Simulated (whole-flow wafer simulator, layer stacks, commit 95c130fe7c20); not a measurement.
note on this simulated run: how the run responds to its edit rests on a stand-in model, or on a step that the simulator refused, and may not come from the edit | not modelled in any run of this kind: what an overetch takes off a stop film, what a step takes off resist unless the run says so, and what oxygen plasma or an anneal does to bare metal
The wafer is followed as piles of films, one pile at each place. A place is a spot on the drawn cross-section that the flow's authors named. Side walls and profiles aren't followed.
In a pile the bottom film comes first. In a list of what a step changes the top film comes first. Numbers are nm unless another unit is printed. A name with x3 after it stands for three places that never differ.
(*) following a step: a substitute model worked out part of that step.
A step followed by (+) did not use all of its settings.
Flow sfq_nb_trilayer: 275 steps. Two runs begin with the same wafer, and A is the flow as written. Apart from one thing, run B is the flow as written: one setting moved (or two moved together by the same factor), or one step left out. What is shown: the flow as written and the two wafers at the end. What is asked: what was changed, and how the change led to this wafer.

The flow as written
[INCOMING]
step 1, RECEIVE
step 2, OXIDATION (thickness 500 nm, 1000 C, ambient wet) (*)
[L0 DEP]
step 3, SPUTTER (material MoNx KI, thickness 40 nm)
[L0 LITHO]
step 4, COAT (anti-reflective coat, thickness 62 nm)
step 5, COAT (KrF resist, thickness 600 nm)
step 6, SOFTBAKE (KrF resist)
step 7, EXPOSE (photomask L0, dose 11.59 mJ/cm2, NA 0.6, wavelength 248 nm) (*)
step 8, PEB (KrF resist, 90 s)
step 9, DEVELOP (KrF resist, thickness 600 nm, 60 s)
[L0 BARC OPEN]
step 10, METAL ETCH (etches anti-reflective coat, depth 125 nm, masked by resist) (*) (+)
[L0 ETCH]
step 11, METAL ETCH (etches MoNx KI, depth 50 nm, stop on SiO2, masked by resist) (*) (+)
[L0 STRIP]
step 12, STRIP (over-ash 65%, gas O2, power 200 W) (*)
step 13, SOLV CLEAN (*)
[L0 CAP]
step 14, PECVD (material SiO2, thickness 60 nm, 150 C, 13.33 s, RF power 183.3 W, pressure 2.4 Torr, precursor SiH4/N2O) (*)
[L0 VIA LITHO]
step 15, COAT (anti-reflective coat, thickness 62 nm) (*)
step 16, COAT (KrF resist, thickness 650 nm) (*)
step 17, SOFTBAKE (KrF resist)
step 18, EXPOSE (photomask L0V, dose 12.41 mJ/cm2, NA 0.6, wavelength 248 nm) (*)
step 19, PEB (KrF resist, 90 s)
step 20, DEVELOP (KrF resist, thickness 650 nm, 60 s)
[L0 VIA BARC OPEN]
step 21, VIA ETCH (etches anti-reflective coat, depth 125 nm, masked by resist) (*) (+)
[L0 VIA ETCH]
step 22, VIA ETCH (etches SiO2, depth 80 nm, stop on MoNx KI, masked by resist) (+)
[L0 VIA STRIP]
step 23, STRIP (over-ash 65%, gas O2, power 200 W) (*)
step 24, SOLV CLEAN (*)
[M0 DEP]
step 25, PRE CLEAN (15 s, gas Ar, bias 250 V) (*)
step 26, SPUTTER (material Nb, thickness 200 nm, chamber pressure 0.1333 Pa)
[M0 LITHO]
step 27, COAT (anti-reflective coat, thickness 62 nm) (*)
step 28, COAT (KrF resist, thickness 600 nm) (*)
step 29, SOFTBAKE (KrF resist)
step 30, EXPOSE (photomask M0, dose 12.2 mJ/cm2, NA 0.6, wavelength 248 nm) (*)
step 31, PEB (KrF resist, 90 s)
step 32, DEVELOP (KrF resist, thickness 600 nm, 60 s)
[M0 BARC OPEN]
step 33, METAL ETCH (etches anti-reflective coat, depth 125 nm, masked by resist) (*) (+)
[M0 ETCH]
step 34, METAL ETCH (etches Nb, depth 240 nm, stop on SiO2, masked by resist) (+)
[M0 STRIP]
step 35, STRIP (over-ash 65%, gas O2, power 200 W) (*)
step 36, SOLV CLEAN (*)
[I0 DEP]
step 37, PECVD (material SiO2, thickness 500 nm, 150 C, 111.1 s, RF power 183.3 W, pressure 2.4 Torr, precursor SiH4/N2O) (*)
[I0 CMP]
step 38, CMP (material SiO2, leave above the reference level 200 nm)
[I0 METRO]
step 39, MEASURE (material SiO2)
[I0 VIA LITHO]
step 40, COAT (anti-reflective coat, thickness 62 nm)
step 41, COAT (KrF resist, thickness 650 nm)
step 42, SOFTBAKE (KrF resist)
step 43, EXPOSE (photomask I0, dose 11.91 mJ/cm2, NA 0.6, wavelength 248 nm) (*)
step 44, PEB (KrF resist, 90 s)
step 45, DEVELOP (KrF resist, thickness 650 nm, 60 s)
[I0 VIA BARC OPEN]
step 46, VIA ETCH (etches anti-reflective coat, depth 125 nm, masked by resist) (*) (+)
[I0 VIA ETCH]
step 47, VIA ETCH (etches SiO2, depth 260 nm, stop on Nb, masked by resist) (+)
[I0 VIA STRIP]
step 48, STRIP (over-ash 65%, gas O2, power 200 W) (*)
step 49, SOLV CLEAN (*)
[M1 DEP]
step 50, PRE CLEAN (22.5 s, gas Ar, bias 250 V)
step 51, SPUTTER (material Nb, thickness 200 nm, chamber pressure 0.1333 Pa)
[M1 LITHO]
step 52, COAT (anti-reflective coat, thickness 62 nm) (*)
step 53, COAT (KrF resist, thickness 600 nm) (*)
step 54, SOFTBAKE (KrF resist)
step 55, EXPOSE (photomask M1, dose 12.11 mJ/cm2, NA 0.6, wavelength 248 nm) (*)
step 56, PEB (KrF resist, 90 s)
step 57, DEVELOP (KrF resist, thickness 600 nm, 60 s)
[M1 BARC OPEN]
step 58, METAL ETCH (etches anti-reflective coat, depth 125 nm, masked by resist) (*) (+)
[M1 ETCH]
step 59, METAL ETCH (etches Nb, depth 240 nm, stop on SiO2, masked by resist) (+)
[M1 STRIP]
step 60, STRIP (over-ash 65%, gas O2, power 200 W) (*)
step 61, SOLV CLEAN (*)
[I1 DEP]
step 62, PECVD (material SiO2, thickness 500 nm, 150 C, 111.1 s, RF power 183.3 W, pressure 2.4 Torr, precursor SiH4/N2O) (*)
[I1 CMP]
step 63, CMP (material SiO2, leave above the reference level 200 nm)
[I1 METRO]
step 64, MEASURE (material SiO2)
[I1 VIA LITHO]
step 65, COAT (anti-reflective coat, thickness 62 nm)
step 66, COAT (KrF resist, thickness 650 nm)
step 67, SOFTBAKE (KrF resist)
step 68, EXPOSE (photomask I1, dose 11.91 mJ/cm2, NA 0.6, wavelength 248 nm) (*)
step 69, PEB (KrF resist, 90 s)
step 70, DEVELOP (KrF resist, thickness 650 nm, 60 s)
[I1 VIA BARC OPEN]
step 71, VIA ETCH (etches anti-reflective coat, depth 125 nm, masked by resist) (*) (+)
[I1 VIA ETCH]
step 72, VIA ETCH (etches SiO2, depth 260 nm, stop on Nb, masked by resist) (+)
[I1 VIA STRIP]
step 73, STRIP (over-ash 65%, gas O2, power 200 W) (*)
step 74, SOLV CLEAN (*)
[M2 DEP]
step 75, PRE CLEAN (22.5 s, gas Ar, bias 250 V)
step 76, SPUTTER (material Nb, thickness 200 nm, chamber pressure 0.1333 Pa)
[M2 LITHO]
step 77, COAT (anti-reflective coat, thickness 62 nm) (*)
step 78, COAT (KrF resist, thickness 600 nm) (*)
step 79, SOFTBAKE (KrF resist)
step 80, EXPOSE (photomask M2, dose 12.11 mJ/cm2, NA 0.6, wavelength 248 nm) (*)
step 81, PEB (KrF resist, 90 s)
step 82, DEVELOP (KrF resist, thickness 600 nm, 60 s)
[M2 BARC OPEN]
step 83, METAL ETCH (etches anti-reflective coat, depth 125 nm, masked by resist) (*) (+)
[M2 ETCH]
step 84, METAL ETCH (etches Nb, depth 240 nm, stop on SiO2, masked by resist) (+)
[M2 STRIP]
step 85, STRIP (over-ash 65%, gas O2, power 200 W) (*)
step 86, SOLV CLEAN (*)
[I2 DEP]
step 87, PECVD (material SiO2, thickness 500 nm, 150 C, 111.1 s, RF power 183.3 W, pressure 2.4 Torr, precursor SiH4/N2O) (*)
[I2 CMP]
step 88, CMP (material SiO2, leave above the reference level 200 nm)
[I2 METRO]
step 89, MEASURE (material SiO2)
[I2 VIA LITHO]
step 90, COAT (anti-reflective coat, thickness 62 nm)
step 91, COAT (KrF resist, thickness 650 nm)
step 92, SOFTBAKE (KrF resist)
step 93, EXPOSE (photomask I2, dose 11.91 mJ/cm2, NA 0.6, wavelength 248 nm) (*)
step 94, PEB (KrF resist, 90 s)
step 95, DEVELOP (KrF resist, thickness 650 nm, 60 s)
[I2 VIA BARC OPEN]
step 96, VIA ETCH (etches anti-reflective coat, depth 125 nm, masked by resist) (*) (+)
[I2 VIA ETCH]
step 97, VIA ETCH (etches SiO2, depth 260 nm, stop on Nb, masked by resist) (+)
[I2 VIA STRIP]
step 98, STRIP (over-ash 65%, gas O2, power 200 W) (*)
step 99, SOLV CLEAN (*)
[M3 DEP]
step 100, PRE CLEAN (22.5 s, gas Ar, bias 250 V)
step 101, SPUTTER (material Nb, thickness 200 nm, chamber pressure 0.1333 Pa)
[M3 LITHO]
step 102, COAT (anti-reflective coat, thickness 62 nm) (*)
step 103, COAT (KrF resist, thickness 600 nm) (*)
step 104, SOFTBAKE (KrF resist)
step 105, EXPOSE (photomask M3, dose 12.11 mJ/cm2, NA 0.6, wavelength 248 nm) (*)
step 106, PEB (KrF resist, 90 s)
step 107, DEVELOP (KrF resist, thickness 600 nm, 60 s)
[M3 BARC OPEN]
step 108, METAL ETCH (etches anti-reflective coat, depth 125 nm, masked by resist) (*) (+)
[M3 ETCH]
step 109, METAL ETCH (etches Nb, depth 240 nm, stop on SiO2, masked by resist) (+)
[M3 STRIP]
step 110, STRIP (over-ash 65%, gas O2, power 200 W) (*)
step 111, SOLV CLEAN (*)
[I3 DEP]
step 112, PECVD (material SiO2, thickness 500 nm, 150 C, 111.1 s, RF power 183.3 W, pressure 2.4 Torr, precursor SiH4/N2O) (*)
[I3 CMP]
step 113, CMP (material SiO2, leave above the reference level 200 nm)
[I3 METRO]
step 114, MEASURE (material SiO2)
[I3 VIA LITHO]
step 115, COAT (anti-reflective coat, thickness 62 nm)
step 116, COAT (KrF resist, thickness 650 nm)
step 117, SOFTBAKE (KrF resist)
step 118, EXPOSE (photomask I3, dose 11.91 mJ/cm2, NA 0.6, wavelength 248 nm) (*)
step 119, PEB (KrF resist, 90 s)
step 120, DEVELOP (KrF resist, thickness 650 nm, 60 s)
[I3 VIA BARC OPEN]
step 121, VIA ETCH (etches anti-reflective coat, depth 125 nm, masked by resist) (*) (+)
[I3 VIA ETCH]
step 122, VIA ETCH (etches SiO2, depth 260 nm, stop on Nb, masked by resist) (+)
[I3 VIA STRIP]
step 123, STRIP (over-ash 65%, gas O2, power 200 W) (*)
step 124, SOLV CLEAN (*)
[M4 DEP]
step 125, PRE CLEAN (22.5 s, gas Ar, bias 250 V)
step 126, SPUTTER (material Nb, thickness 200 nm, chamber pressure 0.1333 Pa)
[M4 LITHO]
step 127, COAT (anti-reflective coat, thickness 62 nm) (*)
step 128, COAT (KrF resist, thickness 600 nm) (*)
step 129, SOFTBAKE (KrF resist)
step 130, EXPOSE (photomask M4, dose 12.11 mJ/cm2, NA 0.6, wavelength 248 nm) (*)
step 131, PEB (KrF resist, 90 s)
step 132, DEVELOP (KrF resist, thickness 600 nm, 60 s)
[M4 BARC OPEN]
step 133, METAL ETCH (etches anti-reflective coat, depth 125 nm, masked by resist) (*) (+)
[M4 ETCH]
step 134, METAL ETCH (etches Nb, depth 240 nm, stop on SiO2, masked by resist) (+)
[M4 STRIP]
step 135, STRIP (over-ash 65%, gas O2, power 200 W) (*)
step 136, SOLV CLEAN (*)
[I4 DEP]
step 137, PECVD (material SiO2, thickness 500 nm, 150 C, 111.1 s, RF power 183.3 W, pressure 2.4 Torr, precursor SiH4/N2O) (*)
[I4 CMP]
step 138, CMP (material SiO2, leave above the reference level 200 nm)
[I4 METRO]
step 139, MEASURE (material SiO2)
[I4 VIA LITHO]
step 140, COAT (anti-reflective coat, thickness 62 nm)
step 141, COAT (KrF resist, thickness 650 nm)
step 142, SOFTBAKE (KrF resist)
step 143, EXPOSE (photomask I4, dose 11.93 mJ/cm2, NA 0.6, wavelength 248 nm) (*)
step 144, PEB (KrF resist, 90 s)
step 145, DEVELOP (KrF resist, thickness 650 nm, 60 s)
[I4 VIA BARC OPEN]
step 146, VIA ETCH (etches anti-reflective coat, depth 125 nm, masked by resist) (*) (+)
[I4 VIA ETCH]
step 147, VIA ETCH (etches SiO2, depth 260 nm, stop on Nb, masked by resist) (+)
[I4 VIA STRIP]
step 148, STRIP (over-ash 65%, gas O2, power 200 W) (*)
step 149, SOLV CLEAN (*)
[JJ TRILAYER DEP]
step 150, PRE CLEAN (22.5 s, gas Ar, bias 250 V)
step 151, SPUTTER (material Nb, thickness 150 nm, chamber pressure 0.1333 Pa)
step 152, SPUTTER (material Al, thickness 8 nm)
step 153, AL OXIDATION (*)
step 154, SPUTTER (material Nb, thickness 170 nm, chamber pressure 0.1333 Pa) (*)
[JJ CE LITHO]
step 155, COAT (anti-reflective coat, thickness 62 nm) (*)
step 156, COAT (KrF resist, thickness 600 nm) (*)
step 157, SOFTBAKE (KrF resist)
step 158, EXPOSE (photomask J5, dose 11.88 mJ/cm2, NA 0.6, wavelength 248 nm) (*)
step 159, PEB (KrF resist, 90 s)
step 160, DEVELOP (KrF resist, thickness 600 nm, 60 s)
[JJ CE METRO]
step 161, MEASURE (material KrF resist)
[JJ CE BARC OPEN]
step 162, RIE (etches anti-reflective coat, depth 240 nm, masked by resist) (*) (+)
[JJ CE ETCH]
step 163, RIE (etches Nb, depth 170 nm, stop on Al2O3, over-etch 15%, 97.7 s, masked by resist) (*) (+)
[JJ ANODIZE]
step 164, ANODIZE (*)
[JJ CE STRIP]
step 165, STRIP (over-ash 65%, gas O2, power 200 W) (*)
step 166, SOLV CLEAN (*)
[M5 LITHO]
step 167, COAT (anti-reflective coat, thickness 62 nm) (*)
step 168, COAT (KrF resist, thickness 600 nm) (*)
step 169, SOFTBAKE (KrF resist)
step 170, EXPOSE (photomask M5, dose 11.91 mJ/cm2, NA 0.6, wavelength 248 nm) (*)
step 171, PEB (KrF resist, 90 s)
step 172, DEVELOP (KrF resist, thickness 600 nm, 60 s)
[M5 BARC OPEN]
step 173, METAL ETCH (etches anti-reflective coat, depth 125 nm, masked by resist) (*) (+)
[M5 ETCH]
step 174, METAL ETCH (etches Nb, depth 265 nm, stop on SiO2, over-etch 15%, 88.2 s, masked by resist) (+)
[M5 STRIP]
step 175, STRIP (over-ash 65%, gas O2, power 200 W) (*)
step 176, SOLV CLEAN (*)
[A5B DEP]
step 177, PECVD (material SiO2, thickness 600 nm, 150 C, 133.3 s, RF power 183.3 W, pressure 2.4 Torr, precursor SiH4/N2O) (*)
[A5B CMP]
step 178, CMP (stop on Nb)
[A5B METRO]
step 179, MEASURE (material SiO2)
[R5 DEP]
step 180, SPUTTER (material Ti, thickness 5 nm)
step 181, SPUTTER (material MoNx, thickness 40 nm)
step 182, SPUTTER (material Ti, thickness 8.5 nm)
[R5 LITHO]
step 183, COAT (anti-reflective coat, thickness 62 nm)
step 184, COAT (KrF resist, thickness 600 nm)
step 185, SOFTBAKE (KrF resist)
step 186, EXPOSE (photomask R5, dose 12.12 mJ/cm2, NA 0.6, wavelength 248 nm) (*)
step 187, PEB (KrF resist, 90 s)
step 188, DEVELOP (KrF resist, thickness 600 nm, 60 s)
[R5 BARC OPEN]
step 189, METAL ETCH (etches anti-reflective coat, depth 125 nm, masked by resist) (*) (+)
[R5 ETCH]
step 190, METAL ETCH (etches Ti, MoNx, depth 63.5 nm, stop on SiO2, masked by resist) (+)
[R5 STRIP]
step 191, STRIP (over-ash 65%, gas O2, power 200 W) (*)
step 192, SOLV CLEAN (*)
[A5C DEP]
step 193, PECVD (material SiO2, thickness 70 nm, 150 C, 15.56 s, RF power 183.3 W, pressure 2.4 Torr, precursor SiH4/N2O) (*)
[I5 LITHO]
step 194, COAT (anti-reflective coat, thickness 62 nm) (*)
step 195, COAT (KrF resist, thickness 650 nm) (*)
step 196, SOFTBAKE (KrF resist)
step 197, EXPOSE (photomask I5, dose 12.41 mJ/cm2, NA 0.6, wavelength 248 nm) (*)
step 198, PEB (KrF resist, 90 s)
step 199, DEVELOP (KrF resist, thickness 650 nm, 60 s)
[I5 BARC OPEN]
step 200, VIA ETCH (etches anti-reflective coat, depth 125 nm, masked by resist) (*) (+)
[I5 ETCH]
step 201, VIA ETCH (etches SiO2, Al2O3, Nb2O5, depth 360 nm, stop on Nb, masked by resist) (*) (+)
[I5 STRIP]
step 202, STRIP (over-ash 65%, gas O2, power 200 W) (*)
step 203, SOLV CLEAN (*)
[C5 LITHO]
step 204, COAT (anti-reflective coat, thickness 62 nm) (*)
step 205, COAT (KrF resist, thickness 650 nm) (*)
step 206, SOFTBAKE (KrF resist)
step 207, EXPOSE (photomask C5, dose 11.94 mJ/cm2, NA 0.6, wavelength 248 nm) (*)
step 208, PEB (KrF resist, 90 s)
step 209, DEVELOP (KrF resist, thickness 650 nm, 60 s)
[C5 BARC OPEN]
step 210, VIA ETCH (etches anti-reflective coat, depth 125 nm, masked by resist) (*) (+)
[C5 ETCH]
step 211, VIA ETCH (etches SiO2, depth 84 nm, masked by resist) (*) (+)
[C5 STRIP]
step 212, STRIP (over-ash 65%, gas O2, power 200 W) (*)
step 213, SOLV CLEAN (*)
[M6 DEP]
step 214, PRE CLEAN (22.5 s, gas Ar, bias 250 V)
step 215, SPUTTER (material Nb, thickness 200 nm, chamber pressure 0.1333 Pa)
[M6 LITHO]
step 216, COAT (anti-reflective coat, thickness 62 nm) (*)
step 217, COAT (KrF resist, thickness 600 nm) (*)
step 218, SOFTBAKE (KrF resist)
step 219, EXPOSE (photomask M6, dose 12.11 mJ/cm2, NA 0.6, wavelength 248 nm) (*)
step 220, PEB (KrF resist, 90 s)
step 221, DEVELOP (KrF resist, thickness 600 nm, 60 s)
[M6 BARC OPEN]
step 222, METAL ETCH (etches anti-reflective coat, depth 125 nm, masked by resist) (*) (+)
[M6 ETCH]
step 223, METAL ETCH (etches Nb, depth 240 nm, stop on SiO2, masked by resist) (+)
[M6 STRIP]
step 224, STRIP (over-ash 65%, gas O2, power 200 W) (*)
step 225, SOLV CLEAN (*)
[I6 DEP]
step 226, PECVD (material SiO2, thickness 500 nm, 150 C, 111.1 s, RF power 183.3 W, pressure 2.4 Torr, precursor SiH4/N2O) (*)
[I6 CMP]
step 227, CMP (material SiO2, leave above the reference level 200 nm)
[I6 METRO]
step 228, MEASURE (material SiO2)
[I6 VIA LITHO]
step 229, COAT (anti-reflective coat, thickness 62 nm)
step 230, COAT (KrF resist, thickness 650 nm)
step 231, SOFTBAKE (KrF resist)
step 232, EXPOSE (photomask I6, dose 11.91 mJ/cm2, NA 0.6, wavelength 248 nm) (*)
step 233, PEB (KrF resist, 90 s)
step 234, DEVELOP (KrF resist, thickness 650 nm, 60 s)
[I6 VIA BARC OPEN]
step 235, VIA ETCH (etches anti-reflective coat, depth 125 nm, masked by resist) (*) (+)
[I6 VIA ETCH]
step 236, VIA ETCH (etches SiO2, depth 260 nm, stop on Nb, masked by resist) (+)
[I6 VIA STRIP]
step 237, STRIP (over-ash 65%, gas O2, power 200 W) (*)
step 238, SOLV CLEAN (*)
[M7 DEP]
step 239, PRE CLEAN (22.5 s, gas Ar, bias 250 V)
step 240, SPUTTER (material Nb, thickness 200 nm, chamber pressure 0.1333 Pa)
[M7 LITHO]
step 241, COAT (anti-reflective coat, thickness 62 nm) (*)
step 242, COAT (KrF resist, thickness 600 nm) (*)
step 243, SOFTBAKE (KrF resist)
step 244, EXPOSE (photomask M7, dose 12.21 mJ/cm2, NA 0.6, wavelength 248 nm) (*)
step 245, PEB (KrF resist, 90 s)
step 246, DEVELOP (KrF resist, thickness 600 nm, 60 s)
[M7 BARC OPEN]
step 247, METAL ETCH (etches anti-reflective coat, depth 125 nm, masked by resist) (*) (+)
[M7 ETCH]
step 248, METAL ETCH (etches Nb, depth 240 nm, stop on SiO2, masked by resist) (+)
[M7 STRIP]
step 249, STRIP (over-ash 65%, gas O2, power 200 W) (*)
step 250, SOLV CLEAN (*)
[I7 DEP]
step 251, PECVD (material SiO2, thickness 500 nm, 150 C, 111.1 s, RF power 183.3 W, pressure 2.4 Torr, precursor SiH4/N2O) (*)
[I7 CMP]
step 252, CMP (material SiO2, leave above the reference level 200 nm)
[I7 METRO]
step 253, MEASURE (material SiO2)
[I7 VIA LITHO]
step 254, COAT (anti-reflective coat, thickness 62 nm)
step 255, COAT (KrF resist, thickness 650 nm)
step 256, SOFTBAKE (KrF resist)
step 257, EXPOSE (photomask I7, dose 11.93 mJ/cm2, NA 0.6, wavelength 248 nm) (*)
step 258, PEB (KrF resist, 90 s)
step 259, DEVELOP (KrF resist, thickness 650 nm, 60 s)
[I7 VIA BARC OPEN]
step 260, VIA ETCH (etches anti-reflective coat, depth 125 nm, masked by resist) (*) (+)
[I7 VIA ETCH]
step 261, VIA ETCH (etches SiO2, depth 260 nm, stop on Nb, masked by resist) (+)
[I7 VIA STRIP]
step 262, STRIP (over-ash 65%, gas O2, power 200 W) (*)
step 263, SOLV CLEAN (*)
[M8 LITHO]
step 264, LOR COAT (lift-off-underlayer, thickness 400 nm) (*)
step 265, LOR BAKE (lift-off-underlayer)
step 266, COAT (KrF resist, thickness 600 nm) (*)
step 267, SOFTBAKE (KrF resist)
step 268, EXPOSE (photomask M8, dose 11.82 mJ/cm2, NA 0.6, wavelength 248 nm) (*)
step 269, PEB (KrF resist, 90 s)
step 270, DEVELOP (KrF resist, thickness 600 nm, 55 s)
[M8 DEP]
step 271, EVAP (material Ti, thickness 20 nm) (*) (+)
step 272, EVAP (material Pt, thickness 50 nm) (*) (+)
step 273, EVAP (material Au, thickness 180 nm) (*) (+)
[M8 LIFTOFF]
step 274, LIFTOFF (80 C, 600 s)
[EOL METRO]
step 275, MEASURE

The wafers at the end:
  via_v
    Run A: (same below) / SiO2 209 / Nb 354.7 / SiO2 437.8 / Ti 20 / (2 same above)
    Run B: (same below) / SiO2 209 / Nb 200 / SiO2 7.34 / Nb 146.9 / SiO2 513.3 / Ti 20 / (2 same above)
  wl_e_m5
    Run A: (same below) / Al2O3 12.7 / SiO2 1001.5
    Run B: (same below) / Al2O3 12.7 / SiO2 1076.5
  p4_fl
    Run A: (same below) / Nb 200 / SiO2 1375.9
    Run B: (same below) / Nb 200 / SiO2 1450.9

Cause: step 227, CMP: leave above the reference level 275 nm was run, though the flow has leave above the reference level 200 nm.

Step by step, how the change led to this:
  step 227, CMP (material SiO2, leave above the reference level 200 nm)
      field_l, p4_fl, p4_fm and 59 more: A SiO2 loses 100 | B SiO2 loses 25
      v_sur, via_wl, via_w and 15 more: A SiO2 loses 300 | B SiO2 loses 225
      (and at 26 other places as well)
  step 236, VIA ETCH (etches SiO2, depth 260 nm, stop on Nb, masked by resist) (+)
      via_v: A SiO2 loses 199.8 (all of it) | B SiO2 loses 260
  step 239, PRE CLEAN (22.5 s, gas Ar, bias 250 V)
      via_v: A Nb loses 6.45 | B SiO2 loses 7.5
  step 240, SPUTTER (material Nb, thickness 200 nm, chamber pressure 0.1333 Pa)
      via_v: A Nb gains 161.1 | B Nb gains 146.9 (new film)
  step 241, COAT (anti-reflective coat, thickness 62 nm) (*)
      via_sp: A anti-reflective coat gains 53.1 (new film) | B anti-reflective coat gains 50 (new film)
      via_v: A anti-reflective coat gains 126 (new film) | B anti-reflective coat gains 129.5 (new film)
      (and at 1 other place as well)
  step 242, COAT (KrF resist, thickness 600 nm) (*)
      via_v: A KrF resist gains 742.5 (new film) | B KrF resist gains 801.5 (new film)
  step 249, STRIP (over-ash 65%, gas O2, power 200 W) (*)
      via_sp: A KrF resist loses 373.6 (all of it), anti-reflective coat loses 53.1 (all of it) | B KrF resist loses 369.5 (all of it), anti-reflective coat loses 50 (all of it)
      via_v: A KrF resist loses 524.5 (all of it), anti-reflective coat loses 126 (all of it) | B KrF resist loses 583.4 (all of it), anti-reflective coat loses 129.5 (all of it)
      (and at 1 other place as well)
  step 251, PECVD (material SiO2, thickness 500 nm, 150 C, 111.1 s, RF power 183.3 W, pressure 2.4 Torr, precursor SiH4/N2O) (*)
      via_v: A SiO2 gains 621 (new film) | B SiO2 gains 670.3 (new film)
  step 252, CMP (material SiO2, leave above the reference level 200 nm)
      via_v: A SiO2 loses 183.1 | B SiO2 loses 157.1
With metal films that touch counted as one body, via_v has 7 bodies (between them, from the top down: SiO2 513.3; SiO2 7.34; SiO2 209 / Al2O3 12.7 / Nb2O5 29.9; SiO2 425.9; SiO2 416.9; SiO2 192.5); the flow as written gives 6 bodies (between them, from the top down: SiO2 437.8; SiO2 209 / Al2O3 12.7 / Nb2O5 29.9; SiO2 425.9; SiO2 416.9; SiO2 192.5).
